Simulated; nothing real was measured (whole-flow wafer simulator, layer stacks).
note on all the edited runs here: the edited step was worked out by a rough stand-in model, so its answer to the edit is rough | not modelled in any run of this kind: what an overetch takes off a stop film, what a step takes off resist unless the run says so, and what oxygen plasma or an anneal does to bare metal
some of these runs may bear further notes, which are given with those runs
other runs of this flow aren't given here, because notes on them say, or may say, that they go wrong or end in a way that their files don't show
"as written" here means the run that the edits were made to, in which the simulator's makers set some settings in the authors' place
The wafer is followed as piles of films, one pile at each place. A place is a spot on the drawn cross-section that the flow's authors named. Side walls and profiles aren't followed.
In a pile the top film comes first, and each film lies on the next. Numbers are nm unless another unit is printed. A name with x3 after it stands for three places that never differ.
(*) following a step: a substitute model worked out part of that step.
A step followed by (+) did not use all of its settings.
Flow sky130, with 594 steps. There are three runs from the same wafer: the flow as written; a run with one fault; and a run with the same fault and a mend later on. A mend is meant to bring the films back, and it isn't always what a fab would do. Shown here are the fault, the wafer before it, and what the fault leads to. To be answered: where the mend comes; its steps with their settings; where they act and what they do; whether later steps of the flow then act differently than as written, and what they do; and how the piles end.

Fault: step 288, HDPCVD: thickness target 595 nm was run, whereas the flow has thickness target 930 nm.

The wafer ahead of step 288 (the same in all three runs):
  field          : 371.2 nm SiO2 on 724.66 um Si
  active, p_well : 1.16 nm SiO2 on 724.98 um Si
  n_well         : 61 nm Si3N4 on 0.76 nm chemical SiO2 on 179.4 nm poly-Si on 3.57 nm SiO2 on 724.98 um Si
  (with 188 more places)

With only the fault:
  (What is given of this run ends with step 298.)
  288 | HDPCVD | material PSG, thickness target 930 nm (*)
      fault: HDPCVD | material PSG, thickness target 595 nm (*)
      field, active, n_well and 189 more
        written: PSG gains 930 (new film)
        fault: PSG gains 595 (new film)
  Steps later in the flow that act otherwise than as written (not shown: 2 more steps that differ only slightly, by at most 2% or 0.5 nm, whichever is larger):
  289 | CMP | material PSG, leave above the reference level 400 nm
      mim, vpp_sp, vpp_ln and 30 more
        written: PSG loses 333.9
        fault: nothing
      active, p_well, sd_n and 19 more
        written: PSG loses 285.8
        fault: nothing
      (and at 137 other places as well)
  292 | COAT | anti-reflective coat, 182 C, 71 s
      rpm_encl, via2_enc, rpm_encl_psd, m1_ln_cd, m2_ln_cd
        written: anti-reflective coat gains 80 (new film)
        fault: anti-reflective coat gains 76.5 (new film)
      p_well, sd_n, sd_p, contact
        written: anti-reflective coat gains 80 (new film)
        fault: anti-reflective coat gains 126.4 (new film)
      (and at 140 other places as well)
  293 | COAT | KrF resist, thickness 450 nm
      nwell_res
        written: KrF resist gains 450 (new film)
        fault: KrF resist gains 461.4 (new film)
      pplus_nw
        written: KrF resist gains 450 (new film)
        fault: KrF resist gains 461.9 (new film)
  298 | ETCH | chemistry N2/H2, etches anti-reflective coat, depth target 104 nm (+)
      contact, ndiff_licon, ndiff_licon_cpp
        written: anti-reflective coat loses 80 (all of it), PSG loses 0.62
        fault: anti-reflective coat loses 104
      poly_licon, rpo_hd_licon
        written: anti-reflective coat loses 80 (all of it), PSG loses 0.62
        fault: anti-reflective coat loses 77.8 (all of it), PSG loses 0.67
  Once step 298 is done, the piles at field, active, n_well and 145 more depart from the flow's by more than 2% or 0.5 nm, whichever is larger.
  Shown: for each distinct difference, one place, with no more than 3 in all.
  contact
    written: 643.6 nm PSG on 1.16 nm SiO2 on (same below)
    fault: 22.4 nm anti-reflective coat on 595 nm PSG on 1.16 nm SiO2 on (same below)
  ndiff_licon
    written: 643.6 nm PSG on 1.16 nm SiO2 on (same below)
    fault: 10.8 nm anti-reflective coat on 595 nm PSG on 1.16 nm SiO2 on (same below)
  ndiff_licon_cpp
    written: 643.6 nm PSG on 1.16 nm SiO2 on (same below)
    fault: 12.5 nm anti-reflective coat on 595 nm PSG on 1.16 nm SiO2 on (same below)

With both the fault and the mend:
  After step 288 comes the mend.
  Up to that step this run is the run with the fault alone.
  288a | HDPCVD | material PSG, thickness target 335 nm (*) (a further turn of the flow's step 288, with different settings)
      field, active, n_well and 189 more
        PSG gains 335
  None of the later steps of the flow differs from how it acts as written, at any place that is followed, by more than 2% or 0.5 nm, whichever is larger.
  When the end is reached, the piles differ only a little from the flow's at the places that both follow, at most by 2% or 0.5 nm, whichever is larger.
